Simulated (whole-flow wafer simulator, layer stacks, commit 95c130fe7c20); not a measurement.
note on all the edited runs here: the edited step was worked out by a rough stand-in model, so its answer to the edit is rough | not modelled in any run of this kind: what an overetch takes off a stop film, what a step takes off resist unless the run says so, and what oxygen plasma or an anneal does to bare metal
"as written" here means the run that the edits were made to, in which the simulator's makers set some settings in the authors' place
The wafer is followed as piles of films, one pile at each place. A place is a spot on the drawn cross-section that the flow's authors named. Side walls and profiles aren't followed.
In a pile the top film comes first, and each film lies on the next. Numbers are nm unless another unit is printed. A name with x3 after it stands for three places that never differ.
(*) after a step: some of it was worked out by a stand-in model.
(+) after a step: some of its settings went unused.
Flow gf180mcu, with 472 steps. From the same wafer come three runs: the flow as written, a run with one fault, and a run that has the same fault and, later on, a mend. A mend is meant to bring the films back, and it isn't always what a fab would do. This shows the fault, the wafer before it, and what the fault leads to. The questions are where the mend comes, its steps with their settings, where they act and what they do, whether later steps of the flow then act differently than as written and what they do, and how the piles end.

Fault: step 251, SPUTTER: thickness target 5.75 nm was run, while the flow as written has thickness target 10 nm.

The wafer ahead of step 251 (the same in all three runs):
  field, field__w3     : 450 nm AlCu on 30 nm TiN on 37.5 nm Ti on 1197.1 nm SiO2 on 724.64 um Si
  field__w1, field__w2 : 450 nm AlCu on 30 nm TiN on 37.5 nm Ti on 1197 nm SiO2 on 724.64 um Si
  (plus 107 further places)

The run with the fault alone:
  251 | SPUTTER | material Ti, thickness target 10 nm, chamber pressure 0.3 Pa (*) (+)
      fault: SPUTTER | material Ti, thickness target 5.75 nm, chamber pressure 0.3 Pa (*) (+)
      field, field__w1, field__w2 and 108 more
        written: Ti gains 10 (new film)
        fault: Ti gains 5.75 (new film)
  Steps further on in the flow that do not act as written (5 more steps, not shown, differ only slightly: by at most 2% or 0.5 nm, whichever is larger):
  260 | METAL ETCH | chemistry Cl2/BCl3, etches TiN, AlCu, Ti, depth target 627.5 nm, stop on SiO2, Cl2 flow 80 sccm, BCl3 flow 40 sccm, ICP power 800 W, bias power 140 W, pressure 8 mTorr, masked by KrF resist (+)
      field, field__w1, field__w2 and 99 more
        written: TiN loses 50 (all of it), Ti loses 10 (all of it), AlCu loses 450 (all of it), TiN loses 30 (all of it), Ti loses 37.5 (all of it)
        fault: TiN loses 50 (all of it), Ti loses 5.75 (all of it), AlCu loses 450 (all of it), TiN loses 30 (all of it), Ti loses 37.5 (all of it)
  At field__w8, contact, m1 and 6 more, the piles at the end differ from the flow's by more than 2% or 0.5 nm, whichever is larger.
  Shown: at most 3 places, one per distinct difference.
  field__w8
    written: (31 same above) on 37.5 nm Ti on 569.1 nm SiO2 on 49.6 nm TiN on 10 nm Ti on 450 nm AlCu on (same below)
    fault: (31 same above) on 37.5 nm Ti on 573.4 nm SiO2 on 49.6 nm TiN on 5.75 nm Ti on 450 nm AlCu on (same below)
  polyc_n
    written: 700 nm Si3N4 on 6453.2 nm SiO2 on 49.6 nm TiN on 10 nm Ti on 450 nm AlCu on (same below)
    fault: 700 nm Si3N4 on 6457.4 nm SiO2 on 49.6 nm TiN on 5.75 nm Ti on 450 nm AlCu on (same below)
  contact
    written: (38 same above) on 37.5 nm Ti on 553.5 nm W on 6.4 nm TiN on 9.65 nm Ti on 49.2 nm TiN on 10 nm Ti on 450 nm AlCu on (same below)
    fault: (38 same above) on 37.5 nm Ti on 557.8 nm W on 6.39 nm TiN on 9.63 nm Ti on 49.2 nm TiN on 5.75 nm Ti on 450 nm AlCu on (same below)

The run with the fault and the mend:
  The mend stands after step 251.
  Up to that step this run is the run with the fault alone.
  251a | SPUTTER | material Ti, thickness target 4.25 nm, chamber pressure 0.3 Pa (*) (+) (a further turn of the flow's step 251, with different settings)
      field, field__w1, field__w2 and 108 more
        Ti gains 4.25
  None of the later steps of the flow acts differently than as written at any place that is followed.
  At every place that both follow, the piles at the end match the flow's.
